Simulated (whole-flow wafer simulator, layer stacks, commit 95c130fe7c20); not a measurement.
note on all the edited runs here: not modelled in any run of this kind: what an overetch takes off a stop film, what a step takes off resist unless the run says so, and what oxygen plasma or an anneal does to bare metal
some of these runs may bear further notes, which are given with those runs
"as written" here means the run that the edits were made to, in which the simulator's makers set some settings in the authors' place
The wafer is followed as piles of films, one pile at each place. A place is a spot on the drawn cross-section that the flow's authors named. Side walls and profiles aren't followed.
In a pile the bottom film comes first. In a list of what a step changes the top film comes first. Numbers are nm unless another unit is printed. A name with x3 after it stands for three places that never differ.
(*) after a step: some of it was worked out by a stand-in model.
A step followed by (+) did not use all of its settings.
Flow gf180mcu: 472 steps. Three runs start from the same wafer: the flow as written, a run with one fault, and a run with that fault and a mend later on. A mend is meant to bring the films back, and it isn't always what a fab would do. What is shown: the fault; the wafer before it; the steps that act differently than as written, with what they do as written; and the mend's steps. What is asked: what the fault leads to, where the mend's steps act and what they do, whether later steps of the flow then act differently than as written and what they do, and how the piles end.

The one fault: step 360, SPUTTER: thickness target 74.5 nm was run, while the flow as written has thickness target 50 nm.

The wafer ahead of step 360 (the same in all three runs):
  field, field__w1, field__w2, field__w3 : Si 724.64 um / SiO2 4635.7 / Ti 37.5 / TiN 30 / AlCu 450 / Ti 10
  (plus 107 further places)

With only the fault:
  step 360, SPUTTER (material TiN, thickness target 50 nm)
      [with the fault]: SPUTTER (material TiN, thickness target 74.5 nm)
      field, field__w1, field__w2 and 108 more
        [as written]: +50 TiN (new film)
        [with the fault]: +74.5 TiN (new film)
  Steps later in the flow that act otherwise than as written (3 more steps, not shown, differ only slightly: by at most 2% or 0.5 nm, whichever is larger):
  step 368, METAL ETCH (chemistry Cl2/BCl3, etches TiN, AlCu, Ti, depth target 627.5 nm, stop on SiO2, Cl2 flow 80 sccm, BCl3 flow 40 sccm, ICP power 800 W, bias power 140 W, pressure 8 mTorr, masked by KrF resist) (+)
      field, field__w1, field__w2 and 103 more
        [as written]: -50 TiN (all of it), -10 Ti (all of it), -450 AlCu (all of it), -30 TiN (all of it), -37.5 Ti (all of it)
        [with the fault]: -74.5 TiN (all of it), -10 Ti (all of it), -450 AlCu (all of it), -30 TiN (all of it), -37.5 Ti (all of it)
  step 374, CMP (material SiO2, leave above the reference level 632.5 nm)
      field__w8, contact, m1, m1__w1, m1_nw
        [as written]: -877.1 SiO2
        [with the fault]: -901.6 SiO2
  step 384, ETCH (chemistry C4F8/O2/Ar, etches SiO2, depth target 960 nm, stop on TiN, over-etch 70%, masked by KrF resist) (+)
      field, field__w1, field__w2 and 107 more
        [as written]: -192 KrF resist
        [with the fault]: -186.3 KrF resist
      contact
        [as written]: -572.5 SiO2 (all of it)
        [with the fault]: -548 SiO2 (all of it)
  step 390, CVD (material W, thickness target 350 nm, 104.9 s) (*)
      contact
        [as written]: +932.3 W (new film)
        [with the fault]: +907.6 W (new film)
  By the end, the piles at field__w8, contact, m1, m1__w1, m1_nw depart from the flow's by more than 2% or 0.5 nm, whichever is larger.
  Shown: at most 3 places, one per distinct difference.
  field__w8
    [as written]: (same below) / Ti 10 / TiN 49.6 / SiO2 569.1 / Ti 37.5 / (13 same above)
    [with the fault]: (same below) / Ti 10 / TiN 74.1 / SiO2 544.6 / Ti 37.5 / (13 same above)
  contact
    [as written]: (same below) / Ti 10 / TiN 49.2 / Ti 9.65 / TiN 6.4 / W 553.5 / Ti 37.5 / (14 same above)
    [with the fault]: (same below) / Ti 10 / TiN 73.7 / Ti 9.79 / TiN 6.5 / W 528.8 / Ti 37.5 / (14 same above)

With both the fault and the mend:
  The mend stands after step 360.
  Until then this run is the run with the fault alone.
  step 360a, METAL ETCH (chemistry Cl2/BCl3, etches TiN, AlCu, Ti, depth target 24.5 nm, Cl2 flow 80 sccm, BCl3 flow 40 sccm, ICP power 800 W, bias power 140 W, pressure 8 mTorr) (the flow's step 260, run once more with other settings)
      field, field__w1, field__w2 and 108 more
        -24.5 TiN
  None of the later steps of the flow acts differently than as written at any place that is followed.
  At every place that both follow, the piles at the end match the flow's.
